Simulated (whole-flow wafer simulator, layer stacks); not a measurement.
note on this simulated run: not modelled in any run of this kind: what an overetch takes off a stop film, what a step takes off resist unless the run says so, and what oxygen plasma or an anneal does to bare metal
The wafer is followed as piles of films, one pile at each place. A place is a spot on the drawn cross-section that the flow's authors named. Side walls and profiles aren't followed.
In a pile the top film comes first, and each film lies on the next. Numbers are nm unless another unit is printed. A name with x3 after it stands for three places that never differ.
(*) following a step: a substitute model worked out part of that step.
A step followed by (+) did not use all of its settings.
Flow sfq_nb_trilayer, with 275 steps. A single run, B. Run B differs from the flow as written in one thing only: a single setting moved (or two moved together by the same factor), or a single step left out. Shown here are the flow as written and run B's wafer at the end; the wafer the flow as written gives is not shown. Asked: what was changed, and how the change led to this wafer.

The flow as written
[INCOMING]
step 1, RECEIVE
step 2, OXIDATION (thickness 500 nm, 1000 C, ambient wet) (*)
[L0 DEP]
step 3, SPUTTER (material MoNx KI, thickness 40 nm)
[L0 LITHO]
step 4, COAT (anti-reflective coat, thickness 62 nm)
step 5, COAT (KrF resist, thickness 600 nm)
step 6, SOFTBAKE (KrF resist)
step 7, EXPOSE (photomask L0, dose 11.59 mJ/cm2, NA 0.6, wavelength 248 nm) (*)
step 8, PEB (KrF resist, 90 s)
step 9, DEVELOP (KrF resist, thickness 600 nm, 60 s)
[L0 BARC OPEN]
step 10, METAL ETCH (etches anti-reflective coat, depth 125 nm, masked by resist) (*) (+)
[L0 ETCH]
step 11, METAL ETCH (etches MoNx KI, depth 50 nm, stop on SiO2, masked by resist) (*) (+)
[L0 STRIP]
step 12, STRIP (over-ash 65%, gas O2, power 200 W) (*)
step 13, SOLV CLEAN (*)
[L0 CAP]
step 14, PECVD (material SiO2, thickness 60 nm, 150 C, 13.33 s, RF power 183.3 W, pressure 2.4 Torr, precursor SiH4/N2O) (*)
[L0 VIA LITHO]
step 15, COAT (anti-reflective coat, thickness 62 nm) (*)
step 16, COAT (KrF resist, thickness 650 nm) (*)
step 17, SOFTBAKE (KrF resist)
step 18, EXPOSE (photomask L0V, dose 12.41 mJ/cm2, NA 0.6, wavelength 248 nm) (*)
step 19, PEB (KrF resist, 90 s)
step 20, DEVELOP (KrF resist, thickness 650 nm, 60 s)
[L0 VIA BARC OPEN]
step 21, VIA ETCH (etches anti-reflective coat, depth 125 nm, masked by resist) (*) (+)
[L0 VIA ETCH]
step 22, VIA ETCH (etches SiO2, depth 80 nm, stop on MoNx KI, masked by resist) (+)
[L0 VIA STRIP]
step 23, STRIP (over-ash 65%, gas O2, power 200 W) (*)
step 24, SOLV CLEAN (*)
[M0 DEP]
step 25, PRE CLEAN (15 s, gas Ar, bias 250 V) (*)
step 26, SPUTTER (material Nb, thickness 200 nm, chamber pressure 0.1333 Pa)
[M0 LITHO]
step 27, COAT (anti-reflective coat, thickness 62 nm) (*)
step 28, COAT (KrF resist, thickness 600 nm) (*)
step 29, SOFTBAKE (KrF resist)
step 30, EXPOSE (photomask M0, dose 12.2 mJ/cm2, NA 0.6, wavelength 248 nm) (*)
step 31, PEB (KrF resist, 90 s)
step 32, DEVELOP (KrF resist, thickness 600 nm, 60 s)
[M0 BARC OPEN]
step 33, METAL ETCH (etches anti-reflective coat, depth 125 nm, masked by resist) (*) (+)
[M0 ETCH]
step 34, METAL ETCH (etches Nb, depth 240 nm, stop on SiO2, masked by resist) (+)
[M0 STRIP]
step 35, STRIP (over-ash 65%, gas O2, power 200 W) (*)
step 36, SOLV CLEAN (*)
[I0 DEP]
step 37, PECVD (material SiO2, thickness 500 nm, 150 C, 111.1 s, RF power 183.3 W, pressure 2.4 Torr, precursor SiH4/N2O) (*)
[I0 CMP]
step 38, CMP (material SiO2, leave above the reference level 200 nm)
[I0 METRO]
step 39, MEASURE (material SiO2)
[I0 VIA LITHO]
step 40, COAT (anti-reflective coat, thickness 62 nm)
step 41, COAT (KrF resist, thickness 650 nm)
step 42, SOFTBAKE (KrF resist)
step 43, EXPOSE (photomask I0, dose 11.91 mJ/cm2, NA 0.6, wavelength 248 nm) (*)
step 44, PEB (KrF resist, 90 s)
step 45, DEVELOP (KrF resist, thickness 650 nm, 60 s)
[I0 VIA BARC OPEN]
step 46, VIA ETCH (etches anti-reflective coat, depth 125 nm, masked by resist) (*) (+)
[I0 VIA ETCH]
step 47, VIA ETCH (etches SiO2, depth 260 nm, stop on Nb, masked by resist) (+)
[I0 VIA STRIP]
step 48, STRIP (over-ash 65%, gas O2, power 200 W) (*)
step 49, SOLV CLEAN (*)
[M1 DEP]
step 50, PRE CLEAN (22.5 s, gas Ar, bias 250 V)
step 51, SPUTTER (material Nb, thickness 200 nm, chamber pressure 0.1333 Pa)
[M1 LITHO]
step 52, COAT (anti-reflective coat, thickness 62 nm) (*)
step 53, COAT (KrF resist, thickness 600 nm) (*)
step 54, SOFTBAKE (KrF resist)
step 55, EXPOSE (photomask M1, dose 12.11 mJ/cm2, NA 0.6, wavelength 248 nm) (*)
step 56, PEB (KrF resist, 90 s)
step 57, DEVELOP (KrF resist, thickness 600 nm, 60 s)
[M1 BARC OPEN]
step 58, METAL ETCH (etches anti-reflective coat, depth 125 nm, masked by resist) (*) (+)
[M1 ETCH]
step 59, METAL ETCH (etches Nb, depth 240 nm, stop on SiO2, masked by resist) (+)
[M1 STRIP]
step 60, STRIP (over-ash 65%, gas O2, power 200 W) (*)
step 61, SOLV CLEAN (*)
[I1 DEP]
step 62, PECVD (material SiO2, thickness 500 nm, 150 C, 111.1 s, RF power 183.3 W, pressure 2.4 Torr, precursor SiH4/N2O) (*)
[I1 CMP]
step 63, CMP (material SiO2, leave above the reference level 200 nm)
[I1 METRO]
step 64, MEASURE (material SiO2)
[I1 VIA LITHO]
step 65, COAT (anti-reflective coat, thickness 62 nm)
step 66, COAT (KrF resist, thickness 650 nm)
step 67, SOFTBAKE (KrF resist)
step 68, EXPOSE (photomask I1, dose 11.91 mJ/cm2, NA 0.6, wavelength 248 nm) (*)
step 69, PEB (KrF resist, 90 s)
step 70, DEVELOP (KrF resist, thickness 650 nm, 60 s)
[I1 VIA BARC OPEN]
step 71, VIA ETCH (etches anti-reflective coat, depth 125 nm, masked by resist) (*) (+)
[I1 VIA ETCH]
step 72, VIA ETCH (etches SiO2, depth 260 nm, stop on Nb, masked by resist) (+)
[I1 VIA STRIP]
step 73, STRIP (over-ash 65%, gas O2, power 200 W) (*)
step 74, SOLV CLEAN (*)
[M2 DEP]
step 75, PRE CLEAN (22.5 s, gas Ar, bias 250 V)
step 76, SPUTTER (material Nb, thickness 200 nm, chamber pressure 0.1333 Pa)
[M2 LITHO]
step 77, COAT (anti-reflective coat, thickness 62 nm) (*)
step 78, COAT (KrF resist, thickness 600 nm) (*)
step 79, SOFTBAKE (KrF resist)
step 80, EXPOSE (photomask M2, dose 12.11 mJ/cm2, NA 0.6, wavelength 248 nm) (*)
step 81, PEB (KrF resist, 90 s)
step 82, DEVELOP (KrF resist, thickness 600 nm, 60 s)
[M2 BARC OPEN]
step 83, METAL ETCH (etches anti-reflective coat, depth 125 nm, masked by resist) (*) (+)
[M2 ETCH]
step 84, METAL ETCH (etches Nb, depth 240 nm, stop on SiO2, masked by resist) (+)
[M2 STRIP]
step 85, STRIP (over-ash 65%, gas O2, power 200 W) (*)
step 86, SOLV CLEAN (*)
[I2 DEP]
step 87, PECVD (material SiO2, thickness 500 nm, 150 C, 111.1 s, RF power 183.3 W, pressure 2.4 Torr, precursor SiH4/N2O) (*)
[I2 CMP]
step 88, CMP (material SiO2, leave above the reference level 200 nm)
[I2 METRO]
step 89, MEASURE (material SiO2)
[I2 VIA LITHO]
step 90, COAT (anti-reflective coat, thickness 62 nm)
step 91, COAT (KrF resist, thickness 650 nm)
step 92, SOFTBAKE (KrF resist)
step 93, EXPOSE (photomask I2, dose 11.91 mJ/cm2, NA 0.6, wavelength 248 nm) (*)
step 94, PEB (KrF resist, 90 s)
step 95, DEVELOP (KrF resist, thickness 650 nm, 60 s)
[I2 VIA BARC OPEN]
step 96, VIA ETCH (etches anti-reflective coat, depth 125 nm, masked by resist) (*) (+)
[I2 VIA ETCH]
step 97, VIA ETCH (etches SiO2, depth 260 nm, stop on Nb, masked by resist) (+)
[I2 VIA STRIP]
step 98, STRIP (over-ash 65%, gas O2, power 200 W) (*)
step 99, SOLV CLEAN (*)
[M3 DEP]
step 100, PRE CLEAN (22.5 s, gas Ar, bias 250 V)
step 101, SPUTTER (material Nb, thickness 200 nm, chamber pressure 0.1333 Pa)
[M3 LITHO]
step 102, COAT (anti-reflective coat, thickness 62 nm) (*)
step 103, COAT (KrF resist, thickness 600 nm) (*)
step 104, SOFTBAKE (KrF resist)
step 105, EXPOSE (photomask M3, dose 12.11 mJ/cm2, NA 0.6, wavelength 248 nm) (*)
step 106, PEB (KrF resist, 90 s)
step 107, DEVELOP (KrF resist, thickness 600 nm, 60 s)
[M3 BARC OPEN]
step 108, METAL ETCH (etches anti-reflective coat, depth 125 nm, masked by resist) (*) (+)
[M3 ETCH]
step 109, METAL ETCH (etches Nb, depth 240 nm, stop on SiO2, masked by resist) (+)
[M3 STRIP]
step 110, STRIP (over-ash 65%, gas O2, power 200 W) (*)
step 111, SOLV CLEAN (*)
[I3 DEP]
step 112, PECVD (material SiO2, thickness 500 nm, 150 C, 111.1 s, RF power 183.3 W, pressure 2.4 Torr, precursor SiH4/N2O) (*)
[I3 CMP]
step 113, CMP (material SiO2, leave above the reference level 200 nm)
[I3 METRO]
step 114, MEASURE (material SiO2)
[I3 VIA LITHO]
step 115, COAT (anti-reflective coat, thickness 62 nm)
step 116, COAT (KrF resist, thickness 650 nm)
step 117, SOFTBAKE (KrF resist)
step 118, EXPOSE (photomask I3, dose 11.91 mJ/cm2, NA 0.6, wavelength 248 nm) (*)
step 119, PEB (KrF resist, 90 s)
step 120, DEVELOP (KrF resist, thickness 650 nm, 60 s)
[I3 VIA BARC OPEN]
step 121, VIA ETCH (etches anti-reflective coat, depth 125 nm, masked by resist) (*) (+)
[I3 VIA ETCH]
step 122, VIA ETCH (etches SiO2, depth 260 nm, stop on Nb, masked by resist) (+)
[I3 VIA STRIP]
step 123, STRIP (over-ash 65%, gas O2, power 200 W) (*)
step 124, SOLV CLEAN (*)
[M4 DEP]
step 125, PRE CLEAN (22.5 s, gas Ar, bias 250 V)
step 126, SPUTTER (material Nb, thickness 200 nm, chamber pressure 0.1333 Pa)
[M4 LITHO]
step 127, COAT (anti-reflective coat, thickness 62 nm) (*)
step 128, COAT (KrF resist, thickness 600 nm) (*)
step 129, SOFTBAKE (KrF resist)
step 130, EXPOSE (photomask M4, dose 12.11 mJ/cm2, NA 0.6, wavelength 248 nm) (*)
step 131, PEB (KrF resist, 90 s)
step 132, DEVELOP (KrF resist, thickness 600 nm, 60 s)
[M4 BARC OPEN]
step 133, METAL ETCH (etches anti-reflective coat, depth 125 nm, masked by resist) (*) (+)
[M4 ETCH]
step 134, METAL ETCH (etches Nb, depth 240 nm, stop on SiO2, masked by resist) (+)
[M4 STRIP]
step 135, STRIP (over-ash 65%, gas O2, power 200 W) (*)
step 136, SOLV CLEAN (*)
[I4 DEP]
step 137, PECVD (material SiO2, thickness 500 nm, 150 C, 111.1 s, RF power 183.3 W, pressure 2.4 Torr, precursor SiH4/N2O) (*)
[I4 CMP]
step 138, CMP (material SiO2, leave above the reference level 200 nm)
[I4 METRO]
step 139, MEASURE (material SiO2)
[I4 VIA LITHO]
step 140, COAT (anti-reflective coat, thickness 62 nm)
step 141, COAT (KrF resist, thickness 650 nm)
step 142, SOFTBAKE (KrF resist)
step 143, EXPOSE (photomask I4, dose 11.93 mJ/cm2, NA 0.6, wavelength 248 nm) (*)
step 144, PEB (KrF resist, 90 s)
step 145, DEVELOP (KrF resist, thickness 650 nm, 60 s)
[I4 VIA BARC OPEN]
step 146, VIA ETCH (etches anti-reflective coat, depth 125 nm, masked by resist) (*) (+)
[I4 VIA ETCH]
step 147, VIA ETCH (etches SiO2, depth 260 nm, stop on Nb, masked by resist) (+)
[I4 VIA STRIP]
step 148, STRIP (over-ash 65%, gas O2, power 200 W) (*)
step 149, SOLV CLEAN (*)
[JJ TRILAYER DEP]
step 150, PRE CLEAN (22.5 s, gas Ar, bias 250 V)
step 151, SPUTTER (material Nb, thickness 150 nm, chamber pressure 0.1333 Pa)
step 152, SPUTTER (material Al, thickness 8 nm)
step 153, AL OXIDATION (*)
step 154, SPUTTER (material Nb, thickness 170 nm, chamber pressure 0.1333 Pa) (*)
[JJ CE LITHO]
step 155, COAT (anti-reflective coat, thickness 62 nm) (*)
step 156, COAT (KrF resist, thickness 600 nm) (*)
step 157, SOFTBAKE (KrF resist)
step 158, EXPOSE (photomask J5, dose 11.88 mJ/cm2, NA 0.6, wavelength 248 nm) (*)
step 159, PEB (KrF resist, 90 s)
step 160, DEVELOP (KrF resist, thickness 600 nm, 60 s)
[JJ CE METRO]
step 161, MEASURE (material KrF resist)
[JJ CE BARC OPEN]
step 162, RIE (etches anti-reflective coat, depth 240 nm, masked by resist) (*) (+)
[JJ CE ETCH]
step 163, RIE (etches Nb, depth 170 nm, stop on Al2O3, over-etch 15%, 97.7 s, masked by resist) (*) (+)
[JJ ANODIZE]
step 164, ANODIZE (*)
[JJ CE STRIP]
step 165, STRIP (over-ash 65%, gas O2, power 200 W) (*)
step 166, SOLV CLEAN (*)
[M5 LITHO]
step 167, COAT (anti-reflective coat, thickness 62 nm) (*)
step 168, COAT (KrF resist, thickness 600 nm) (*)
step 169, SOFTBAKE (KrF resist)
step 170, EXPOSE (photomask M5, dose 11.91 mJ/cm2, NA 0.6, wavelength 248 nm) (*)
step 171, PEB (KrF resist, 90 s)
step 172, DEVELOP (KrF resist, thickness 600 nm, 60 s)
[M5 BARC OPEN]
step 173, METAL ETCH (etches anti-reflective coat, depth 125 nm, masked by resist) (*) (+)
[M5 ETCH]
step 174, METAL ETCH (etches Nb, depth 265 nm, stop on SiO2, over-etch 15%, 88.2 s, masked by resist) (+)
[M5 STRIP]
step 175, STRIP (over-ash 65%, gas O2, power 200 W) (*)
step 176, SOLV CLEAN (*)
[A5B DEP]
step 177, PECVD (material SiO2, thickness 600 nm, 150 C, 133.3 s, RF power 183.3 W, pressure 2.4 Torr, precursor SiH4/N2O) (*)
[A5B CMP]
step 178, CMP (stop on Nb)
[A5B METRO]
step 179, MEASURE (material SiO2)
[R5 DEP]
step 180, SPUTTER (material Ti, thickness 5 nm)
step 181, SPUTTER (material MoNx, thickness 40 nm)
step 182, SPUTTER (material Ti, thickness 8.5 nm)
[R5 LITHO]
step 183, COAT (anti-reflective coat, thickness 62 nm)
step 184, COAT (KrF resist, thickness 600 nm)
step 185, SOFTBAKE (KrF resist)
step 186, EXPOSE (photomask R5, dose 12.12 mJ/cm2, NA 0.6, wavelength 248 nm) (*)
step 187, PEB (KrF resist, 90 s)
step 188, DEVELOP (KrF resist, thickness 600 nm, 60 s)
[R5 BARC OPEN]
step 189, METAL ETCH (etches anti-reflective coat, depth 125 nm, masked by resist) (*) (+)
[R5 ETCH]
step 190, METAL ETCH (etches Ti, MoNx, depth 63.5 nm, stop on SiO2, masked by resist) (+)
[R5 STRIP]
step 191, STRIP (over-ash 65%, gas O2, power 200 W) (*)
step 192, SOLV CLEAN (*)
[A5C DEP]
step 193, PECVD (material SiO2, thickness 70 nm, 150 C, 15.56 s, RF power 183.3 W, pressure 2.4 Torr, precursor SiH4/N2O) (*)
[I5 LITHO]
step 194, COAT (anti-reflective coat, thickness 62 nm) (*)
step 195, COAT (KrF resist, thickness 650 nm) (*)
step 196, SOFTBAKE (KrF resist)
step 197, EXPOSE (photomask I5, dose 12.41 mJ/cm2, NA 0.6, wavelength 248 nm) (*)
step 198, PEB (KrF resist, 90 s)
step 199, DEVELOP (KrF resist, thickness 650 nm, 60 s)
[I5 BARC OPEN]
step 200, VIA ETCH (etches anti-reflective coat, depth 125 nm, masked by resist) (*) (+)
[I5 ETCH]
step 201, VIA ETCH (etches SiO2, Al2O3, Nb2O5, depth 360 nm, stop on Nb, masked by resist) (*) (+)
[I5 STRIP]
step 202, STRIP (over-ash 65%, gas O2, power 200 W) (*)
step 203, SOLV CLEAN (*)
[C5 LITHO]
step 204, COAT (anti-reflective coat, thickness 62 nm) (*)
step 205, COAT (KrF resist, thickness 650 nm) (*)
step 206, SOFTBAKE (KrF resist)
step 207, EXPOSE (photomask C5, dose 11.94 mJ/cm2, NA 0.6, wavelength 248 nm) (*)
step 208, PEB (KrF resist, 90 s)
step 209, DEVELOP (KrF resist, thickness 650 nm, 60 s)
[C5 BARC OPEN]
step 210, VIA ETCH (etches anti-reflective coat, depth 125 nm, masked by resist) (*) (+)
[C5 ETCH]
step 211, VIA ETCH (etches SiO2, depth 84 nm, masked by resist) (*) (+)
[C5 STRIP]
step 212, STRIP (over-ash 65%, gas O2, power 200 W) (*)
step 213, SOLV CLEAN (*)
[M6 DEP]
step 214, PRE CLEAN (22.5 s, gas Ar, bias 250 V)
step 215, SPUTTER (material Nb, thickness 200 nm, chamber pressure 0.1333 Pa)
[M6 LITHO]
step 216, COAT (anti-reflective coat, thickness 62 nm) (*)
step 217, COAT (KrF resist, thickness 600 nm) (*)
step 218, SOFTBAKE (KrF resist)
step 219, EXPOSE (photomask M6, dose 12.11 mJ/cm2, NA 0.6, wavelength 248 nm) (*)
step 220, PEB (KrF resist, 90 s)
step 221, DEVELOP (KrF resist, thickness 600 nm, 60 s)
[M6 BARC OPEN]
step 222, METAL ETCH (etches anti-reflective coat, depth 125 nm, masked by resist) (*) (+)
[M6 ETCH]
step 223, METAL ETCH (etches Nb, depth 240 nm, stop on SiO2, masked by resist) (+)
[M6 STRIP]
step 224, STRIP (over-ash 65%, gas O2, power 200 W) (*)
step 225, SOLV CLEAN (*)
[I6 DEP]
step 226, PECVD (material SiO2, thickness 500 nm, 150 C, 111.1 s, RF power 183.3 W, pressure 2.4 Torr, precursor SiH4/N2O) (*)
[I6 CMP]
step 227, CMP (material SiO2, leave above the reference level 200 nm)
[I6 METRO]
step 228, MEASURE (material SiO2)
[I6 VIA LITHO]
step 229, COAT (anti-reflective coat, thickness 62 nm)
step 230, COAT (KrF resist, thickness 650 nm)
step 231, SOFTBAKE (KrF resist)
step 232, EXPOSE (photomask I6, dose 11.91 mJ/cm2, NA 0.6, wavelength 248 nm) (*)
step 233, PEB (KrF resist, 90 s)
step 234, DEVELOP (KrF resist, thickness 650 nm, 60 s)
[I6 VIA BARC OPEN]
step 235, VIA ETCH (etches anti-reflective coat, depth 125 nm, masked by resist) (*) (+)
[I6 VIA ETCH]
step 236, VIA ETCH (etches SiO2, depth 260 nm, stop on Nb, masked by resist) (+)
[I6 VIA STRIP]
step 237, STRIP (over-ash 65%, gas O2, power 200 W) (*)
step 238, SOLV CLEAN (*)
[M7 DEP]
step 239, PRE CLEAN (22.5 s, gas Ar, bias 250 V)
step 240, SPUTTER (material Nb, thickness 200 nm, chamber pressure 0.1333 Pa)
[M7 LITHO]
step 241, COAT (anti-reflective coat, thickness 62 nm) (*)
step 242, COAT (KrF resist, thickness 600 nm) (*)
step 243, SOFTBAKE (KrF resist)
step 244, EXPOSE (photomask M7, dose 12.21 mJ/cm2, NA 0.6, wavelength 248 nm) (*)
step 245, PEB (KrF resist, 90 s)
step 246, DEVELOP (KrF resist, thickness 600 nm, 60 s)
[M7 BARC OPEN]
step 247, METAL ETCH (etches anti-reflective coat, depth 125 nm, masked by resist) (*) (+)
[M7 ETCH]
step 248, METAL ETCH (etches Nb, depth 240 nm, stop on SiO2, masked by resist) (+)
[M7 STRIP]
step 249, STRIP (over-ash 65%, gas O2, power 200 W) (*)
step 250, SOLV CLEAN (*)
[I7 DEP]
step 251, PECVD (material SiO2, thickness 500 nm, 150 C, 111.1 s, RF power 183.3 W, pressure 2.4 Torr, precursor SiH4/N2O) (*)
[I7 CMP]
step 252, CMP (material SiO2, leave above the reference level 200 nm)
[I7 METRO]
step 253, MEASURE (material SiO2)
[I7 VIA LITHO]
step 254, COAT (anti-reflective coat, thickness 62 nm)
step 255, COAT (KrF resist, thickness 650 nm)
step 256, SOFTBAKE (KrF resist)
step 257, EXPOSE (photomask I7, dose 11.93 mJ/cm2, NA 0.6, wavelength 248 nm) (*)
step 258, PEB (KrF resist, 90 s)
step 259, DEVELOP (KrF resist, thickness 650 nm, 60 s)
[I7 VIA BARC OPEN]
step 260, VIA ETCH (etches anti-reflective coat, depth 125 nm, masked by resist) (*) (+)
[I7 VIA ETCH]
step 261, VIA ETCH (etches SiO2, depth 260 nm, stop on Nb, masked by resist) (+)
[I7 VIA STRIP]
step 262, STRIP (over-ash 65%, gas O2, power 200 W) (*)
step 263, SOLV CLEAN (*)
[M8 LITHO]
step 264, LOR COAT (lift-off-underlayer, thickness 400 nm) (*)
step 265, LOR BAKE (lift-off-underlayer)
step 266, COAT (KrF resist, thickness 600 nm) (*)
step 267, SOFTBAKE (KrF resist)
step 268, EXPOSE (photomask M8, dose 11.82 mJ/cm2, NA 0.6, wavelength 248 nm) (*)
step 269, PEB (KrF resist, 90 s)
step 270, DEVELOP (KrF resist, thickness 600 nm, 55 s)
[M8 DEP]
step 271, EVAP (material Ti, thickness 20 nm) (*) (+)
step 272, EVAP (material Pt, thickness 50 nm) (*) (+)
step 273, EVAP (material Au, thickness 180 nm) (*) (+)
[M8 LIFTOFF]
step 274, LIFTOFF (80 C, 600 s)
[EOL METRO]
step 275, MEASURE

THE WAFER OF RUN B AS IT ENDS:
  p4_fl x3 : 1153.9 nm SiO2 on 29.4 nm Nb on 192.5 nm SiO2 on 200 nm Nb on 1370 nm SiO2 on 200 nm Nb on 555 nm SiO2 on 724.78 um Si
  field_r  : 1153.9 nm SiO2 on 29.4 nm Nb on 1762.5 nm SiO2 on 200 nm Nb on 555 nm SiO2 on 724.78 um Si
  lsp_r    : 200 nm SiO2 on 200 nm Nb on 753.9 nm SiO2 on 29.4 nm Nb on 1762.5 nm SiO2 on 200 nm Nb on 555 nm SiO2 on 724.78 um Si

The reason: step 174, METAL ETCH: depth 132.5 nm was run, whereas the flow has depth 265 nm.

Step by step, how the change led to this:
  step 174, METAL ETCH (etches Nb, depth 265 nm, stop on SiO2, over-etch 15%, 88.2 s, masked by resist) (+)
      field_l, r_sur, res and 50 more: -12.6 Al2O3 (all of it), -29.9 Nb2O5 (all of it), -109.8 Nb (as written it would have been: -12.6 Al2O3 (all of it), -29.9 Nb2O5 (all of it), -139.2 Nb (all of it), -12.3 SiO2)
      v_sur, via_wl, via_w and 50 more: -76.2 KrF resist (as written it would have been: -152.4 KrF resist)
  step 175, STRIP (over-ash 65%, gas O2, power 200 W) (*)
      l0r_line_l, l0r_line_c, l0r_space_c and 27 more: -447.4 KrF resist (all of it), -62 anti-reflective coat (all of it) (as written it would have been: -371.2 KrF resist (all of it), -62 anti-reflective coat (all of it))
      v_sur: -425.4 KrF resist (all of it), -44.9 anti-reflective coat (all of it) (as written it would have been: -349.2 KrF resist (all of it), -44.9 anti-reflective coat (all of it))
      (as well as at 22 more places)
  step 177, PECVD (material SiO2, thickness 600 nm, 150 C, 133.3 s, RF power 183.3 W, pressure 2.4 Torr, precursor SiH4/N2O) (*)
      field_l, p4_fl x3, p4_w1 x9 and 29 more: +600 SiO2 (new film) (as written it would have been: +600 SiO2)
      r_sur, res, r_end, moat, field_r, lsp_l: +600 SiO2 (new film) (as written it would have been: +592.9 SiO2)
      (as well as at 5 more places)
  step 178, CMP (stop on Nb)
      p4_fl x3, p4_w1 x9, p4_g1 x2 and 26 more: -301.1 SiO2 (as written it would have been: -259.3 SiO2)
      r_sur, res, r_end, moat, field_r, lsp_l: -301.1 SiO2 (as written it would have been: -252.3 SiO2)
      (as well as at 7 more places)
With metal films that touch counted as one body, p4_fl x3 has 3 bodies (between them, from the top down: SiO2 192.5; SiO2 1370); the flow as written gives 2 bodies (between them, from the top down: SiO2 1370).
With metal films that touch counted as one body, field_r has 2 bodies (between them, from the top down: SiO2 1762.5); the flow as written gives 1 body.
With metal films that touch counted as one body, lsp_r has 3 bodies (between them, from the top down: SiO2 753.9; SiO2 1762.5); the flow as written gives 2 bodies (between them, from the top down: SiO2 2545.9).
